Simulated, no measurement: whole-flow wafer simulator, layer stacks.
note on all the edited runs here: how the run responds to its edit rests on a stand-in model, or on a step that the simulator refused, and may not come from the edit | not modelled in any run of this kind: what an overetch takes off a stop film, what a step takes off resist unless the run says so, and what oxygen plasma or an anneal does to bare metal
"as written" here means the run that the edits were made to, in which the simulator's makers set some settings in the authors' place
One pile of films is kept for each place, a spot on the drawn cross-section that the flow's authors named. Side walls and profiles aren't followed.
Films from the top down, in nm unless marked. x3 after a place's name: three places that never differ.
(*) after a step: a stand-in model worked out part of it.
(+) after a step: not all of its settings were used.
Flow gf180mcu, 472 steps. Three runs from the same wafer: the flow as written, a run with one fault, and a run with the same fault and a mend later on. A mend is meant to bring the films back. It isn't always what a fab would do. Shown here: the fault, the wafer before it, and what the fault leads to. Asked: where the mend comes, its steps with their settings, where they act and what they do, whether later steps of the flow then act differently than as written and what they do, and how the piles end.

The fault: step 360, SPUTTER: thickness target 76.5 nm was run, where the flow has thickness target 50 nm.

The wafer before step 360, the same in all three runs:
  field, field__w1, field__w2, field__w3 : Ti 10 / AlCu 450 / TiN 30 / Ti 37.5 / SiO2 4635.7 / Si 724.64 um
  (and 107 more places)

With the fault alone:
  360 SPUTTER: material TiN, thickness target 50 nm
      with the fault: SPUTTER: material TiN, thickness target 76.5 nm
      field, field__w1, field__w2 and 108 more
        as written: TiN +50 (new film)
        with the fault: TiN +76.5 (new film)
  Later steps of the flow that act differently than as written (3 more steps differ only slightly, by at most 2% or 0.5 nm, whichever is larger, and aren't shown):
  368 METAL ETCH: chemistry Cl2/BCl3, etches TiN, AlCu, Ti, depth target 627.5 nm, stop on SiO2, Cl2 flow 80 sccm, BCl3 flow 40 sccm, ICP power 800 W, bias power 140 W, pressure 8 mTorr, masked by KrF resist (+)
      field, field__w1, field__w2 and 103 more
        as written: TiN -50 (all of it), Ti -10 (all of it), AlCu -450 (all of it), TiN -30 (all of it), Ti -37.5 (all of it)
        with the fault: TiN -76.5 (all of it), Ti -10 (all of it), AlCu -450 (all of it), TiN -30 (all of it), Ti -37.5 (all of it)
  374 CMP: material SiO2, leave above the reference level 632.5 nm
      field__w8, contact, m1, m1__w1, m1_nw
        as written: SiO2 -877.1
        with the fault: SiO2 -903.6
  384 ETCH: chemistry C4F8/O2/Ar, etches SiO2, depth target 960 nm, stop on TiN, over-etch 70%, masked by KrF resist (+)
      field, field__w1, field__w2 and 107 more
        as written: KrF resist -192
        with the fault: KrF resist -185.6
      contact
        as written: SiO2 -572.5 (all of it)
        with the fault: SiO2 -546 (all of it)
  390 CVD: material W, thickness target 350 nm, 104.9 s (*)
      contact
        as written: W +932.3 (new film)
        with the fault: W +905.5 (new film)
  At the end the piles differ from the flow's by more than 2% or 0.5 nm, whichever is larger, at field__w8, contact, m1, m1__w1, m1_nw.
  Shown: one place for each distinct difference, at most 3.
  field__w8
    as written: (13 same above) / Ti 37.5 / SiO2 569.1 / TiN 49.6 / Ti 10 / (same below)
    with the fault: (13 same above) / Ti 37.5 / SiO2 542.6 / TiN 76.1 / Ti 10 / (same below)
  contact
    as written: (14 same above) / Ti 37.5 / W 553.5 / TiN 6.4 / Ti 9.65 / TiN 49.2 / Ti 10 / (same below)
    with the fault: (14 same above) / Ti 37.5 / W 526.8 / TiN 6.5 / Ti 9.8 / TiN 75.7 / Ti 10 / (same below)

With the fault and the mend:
  The mend comes after step 367.
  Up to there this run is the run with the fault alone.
  367a STRIP: chemistry O2/N2, power 2160 W, pressure 1700 mTorr (*)
      field__w8, contact, m1, m1__w1, m1_nw
        KrF resist -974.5 (all of it)
  367b METAL ETCH: chemistry Cl2/BCl3, etches TiN, AlCu, Ti, depth target 26.5 nm, Cl2 flow 80 sccm, BCl3 flow 40 sccm, ICP power 800 W, bias power 140 W, pressure 8 mTorr (the flow's step 260 once more, with other settings)
      field, field__w1, field__w2 and 108 more
        TiN -26.5
  367c HMDS: 120 C, 60 s (the flow's step 362 once more)
      changes no film at any place that is followed
  367d COAT: KrF resist, thickness 1000 nm (the flow's step 363 once more)
      field, field__w1, field__w2 and 108 more
        KrF resist +1000 (new film)
  367e SOFTBAKE: KrF resist (the flow's step 364 once more)
      changes no film at any place that is followed
  367f EXPOSE: photomask Metal4 (the flow's step 365 once more)
      changes no film at any place that is followed
  367g PEB: KrF resist, 135 C, 90 s (the flow's step 366 once more)
      field, field__w1, field__w2 and 108 more
        KrF resist -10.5
  367h DEVELOP: thickness 1000 nm, 60 s (the flow's step 367 once more)
      field, field__w1, field__w2 and 103 more
        KrF resist -989.5 (all of it)
      field__w8, contact, m1, m1__w1, m1_nw
        KrF resist -14.9
  No later step of the flow acts differently than as written at any place that is followed.
  At the end the piles are the same as the flow's at every place that both follow.
